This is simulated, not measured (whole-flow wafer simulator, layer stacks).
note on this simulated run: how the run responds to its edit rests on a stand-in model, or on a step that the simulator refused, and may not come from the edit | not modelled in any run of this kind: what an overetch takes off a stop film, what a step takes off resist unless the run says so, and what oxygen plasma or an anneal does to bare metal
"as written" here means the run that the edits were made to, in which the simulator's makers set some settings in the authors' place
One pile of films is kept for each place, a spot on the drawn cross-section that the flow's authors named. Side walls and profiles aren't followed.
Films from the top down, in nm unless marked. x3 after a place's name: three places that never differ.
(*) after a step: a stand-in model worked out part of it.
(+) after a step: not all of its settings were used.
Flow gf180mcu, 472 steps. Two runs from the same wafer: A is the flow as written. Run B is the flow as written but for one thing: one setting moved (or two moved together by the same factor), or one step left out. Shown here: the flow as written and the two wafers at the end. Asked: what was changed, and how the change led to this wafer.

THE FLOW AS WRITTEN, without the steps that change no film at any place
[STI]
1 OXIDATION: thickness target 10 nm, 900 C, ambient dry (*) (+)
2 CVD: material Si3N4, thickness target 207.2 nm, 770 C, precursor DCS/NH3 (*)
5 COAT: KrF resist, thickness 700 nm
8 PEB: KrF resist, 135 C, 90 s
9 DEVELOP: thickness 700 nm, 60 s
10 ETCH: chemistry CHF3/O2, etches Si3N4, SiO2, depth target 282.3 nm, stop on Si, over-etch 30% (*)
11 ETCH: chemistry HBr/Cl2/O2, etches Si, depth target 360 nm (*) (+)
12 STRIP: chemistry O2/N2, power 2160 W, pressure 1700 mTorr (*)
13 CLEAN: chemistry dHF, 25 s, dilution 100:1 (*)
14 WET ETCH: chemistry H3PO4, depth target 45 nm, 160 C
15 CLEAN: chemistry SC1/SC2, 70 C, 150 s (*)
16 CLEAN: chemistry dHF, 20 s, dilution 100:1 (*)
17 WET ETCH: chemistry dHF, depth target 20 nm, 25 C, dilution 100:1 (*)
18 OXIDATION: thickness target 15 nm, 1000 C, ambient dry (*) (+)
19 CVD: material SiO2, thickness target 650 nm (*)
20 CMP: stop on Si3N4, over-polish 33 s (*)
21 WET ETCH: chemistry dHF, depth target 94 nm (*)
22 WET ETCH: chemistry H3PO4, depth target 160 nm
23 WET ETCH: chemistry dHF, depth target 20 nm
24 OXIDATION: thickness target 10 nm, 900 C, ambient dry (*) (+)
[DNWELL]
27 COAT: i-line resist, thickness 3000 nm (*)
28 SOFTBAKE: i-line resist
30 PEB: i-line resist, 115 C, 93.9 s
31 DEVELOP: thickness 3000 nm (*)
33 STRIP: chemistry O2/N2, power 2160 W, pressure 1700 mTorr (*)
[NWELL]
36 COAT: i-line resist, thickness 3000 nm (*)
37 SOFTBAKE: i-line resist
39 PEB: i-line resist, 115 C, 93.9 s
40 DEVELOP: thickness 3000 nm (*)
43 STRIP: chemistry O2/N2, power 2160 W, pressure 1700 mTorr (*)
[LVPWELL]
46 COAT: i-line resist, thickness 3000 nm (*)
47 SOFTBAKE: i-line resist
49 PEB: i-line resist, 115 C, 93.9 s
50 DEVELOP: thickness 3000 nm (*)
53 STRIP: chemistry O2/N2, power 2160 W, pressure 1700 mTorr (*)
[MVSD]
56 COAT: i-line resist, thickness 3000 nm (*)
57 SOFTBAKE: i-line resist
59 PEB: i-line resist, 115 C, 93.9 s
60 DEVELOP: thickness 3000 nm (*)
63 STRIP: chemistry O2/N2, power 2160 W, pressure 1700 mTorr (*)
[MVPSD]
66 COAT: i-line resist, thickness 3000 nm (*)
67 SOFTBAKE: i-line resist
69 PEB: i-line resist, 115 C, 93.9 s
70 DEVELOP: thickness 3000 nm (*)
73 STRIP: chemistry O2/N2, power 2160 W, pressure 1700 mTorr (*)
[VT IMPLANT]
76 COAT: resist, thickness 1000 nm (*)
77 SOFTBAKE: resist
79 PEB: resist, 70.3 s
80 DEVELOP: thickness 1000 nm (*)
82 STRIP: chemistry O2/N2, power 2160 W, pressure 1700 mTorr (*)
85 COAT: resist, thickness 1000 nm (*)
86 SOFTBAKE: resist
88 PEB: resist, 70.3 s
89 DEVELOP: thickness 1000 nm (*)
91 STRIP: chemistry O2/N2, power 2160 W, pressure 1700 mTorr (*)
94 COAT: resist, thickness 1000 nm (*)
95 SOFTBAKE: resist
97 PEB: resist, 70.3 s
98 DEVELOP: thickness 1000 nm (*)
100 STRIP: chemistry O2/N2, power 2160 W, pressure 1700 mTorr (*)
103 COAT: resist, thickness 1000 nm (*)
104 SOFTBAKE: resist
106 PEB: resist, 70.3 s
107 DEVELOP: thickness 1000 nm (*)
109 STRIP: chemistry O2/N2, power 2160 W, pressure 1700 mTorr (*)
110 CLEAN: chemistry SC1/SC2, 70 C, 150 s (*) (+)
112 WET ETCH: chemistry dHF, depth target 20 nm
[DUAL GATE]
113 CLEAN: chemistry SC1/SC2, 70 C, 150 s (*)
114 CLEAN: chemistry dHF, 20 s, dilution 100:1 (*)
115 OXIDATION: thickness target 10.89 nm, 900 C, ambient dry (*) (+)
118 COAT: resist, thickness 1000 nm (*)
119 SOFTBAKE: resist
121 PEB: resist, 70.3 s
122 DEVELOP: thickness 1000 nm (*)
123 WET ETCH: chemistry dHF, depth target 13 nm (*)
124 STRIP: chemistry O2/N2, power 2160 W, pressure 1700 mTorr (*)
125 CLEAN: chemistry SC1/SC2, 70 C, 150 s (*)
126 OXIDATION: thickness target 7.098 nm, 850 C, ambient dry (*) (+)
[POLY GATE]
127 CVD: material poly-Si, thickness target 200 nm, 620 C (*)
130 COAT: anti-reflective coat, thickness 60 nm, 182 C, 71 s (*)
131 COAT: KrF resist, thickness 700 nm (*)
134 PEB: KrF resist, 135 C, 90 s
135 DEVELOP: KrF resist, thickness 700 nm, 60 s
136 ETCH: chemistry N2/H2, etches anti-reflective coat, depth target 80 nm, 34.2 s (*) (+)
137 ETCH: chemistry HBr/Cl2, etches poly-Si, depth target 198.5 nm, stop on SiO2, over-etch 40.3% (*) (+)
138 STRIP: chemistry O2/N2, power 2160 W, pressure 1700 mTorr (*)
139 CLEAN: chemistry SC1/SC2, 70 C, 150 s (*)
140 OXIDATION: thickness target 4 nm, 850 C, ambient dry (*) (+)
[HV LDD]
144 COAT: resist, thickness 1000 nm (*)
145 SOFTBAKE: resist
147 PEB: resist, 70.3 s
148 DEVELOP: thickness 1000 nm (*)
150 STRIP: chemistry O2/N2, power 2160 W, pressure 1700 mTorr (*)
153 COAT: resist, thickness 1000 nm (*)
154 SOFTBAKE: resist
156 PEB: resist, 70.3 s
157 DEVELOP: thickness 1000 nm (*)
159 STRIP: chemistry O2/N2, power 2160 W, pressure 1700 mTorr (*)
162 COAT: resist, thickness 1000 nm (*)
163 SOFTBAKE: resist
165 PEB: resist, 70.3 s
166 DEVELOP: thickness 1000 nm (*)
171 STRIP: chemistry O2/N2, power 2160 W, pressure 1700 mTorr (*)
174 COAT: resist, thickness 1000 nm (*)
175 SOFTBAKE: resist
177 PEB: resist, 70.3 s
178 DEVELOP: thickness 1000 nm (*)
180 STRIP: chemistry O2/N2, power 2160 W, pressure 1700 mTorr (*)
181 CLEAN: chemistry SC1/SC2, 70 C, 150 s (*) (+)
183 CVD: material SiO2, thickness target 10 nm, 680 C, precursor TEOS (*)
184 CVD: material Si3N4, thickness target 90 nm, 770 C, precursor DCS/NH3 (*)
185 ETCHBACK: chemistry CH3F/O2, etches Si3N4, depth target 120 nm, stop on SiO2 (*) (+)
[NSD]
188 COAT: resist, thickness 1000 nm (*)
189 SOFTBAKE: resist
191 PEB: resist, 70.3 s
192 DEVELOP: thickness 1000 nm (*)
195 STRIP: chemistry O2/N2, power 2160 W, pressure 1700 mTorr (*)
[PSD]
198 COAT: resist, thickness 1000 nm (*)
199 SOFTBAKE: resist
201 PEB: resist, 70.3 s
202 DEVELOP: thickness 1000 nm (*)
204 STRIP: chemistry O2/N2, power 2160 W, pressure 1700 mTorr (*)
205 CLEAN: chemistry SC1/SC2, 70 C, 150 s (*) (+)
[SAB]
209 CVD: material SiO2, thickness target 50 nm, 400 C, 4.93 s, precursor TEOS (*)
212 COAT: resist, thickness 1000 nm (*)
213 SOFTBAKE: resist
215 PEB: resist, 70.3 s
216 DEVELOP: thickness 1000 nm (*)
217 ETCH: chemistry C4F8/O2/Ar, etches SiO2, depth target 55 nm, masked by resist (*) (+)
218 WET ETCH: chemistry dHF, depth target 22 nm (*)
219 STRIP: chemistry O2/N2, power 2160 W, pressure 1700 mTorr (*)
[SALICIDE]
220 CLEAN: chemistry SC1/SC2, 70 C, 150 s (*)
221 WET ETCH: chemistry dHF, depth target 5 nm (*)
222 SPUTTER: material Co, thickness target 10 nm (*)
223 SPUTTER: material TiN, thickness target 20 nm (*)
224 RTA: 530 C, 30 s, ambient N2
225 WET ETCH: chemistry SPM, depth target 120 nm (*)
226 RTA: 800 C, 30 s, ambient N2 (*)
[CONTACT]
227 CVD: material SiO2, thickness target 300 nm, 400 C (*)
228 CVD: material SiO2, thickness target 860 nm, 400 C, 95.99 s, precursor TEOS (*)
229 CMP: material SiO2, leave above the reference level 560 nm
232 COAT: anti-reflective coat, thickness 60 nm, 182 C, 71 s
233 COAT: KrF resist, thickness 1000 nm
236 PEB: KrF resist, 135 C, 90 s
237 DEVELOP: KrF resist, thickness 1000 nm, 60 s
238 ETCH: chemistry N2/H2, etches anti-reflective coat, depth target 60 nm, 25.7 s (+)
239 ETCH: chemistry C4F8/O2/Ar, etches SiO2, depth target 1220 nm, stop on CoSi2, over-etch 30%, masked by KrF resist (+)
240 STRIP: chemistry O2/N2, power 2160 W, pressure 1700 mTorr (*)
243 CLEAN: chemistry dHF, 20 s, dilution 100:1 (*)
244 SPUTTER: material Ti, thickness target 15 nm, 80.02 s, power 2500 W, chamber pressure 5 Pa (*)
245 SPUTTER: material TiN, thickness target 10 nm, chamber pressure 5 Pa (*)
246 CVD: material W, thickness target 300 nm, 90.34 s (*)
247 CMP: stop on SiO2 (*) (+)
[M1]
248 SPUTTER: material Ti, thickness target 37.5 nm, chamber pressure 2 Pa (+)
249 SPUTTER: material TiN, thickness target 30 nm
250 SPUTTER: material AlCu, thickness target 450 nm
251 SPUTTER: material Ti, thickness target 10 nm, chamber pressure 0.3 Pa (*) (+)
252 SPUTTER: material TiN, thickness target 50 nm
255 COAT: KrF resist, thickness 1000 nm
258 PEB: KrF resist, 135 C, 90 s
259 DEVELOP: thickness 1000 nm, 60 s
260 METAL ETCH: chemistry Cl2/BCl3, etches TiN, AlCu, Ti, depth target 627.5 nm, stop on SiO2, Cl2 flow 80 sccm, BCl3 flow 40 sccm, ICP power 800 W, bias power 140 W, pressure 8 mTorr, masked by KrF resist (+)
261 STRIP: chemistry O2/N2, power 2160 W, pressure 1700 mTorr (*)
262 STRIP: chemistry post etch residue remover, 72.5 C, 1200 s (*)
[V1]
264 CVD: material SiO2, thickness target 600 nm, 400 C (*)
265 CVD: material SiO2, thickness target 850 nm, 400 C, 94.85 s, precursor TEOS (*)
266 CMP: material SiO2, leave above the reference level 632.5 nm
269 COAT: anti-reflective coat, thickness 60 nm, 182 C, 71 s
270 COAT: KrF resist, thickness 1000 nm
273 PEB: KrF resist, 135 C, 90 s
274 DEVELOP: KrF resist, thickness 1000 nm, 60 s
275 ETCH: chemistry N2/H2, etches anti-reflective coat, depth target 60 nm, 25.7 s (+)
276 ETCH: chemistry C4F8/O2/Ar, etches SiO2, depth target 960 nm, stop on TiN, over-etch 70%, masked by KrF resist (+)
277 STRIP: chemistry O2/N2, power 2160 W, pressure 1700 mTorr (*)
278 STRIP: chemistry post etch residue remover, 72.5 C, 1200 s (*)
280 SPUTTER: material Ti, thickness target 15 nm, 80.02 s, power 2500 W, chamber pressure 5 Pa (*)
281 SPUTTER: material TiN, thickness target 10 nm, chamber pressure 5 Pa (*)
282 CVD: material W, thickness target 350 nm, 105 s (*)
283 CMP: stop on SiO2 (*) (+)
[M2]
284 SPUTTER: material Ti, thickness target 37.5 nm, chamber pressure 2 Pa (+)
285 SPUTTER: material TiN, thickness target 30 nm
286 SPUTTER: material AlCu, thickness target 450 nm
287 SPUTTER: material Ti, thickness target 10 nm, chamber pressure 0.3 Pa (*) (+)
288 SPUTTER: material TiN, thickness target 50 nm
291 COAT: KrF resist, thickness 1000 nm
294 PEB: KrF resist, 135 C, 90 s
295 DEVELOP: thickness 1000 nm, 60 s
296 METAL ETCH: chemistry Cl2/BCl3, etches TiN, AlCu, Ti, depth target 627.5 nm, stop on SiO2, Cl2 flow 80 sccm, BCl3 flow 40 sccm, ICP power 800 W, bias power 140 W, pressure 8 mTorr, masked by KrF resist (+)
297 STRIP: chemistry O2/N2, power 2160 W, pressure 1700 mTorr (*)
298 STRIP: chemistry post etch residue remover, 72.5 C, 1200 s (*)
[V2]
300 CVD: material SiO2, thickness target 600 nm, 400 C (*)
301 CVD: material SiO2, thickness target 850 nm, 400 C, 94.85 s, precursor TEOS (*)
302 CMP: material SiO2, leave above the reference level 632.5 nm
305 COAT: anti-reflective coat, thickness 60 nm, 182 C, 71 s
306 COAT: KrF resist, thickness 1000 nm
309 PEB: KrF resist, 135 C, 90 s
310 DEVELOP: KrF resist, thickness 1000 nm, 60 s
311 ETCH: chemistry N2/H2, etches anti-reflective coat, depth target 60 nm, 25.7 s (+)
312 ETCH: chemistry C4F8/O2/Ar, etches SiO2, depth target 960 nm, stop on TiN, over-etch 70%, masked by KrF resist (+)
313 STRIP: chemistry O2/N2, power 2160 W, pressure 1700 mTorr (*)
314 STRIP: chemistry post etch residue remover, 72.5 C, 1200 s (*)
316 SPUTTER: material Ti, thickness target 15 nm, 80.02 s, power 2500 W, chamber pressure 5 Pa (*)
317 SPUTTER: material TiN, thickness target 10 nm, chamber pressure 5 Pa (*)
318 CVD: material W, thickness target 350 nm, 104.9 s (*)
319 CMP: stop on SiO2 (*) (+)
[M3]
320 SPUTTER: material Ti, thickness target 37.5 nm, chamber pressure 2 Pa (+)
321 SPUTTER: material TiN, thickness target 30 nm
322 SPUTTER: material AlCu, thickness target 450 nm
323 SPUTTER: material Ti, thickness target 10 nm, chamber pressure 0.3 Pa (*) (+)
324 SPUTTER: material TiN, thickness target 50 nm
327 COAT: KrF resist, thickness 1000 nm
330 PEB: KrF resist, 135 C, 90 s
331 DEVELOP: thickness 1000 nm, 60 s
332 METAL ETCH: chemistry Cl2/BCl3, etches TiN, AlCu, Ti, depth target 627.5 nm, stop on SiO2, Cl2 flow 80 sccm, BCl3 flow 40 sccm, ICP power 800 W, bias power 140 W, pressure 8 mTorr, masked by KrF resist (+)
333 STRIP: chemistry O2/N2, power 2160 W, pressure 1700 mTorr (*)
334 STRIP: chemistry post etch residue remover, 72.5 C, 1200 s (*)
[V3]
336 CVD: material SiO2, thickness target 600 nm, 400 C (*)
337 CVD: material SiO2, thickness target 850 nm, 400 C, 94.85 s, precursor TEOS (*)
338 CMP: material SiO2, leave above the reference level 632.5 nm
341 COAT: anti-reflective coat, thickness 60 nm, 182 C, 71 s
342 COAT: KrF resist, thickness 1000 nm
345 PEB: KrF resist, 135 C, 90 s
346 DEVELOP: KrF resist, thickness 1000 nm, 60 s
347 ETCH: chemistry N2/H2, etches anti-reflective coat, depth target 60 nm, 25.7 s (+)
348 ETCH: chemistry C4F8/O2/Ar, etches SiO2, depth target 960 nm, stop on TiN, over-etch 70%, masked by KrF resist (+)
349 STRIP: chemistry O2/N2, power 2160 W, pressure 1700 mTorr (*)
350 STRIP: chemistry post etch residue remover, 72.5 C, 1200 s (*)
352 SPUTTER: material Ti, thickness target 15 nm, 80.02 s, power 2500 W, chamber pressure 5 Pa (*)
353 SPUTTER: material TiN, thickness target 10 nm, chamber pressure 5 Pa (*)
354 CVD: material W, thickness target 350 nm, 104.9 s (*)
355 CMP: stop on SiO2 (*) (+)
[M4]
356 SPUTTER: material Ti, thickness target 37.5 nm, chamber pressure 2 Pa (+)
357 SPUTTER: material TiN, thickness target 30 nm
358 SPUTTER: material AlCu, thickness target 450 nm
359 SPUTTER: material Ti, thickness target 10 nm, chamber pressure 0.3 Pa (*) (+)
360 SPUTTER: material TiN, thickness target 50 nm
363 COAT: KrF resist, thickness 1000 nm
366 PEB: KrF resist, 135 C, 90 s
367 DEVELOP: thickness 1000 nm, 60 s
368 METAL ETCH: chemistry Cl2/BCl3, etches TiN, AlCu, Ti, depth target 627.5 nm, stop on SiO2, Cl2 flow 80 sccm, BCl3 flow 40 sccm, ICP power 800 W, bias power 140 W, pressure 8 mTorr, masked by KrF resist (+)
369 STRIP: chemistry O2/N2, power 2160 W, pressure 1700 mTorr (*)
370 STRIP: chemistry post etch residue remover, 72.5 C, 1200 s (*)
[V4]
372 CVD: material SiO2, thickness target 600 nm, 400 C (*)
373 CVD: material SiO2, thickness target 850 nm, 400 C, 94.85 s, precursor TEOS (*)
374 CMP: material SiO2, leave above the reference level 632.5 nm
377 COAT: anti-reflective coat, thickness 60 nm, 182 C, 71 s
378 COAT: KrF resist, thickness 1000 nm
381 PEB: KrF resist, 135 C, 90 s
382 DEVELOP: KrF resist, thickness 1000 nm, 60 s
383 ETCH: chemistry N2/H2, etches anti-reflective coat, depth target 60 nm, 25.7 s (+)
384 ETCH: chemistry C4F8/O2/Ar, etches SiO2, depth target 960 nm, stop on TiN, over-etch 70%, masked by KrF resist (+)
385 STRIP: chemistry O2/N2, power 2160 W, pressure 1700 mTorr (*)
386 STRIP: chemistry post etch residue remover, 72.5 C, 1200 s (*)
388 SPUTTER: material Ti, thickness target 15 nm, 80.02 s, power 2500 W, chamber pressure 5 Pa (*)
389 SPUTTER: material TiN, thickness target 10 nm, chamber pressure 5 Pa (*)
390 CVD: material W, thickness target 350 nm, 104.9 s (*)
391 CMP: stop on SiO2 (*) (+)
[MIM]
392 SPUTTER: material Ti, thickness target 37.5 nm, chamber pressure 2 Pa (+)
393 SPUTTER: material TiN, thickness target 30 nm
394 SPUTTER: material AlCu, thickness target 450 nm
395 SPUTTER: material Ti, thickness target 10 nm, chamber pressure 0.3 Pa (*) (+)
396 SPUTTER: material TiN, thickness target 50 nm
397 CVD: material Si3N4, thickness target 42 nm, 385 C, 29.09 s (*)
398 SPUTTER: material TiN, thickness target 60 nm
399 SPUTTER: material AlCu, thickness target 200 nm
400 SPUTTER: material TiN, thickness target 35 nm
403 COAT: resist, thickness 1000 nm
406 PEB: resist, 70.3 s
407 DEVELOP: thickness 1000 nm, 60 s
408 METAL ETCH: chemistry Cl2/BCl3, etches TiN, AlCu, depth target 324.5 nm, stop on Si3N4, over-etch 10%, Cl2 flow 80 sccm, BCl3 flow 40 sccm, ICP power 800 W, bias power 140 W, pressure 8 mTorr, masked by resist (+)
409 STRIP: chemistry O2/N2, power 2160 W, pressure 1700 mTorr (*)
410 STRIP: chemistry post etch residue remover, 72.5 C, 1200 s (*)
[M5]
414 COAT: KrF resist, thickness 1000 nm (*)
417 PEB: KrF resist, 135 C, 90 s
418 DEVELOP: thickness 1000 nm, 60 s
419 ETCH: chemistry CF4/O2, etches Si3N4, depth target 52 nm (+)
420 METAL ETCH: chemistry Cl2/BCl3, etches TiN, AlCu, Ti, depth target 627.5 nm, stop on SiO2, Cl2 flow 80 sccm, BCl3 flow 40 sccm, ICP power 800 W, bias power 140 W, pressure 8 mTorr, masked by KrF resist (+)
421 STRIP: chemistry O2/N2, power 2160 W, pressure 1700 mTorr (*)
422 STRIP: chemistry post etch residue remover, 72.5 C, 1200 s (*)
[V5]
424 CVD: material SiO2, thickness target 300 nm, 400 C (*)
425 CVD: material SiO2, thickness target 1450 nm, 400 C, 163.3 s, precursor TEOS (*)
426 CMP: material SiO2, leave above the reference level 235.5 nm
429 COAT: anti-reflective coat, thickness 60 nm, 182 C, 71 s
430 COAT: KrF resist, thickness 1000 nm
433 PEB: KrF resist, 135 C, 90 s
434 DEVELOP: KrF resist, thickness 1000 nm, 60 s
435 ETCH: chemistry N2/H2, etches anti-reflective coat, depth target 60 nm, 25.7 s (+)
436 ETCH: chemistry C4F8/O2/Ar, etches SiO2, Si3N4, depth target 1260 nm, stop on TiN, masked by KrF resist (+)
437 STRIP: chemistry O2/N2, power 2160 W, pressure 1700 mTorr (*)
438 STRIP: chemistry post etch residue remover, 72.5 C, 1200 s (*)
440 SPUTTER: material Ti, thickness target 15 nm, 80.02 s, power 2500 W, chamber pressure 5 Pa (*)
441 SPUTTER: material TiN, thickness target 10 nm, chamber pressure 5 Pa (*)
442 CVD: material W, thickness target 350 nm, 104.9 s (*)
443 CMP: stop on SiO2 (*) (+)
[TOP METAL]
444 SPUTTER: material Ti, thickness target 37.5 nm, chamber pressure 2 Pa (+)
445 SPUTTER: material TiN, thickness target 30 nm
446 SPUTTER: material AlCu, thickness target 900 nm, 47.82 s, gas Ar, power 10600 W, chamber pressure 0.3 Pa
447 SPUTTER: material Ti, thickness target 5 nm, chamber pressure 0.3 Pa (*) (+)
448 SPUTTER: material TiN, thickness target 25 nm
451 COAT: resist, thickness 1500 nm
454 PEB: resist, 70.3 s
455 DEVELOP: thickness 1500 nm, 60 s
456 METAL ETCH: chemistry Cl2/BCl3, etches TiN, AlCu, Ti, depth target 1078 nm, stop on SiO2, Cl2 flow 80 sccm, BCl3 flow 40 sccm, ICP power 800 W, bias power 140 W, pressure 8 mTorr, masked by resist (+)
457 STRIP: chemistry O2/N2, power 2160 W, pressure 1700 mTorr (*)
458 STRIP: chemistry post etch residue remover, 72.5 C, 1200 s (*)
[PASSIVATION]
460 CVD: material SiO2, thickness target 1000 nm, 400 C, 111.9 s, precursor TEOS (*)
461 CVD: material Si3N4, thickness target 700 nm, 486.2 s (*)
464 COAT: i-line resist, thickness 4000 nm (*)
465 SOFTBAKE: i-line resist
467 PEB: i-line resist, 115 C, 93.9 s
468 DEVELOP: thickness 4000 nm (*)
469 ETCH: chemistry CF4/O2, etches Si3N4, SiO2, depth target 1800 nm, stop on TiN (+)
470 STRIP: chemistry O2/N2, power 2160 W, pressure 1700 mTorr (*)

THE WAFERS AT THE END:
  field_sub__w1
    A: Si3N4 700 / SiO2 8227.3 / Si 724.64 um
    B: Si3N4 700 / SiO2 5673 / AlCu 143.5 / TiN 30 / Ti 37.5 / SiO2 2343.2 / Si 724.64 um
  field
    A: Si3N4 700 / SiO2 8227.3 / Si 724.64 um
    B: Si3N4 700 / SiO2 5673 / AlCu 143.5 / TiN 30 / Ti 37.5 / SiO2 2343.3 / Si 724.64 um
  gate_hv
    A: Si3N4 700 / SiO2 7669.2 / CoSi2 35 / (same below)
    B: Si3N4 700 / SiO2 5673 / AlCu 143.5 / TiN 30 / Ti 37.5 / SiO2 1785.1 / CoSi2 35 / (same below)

The cause: step 296, METAL ETCH: depth target 360.8 nm was run, where the flow has depth target 627.5 nm.

How the change led to this, step by step:
  296 METAL ETCH: chemistry Cl2/BCl3, etches TiN, AlCu, Ti, depth target 627.5 nm, stop on SiO2, Cl2 flow 80 sccm, BCl3 flow 40 sccm, ICP power 800 W, bias power 140 W, pressure 8 mTorr, masked by KrF resist (+)
      field, field__w1, field__w2 and 103 more: A TiN -50 (all of it), Ti -10 (all of it), AlCu -450 (all of it), TiN -30 (all of it), Ti -37.5 (all of it) | B TiN -50 (all of it), Ti -10 (all of it), AlCu -300.8
      field__w8, contact, m1, m1__w1, m1_nw: A KrF resist -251 | B KrF resist -144.3
  297 STRIP: chemistry O2/N2, power 2160 W, pressure 1700 mTorr (*)
      field__w8, contact, m1, m1__w1, m1_nw: A KrF resist -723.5 (all of it) | B KrF resist -830.2 (all of it)
  298 STRIP: chemistry post etch residue remover, 72.5 C, 1200 s (*)
      field, field__w1, field__w2 and 103 more: A nothing | B AlCu -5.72
  300 CVD: material SiO2, thickness target 600 nm, 400 C (*)
      field, field__w1, field__w2 and 103 more: A SiO2 +600 | B SiO2 +600 (new film)
  302 CMP: material SiO2, leave above the reference level 632.5 nm
      field, field__w1, field__w2 and 103 more: A SiO2 -300 | B SiO2 -511
Counting metal films that touch as one body, field_sub__w1 has 1 body; the flow as written gives 0 bodies.
Counting metal films that touch as one body, field has 1 body; the flow as written gives 0 bodies.
Counting metal films that touch as one body, gate_hv has 2 bodies (between them, from the top down: SiO2 1785.1); the flow as written gives 1 body.
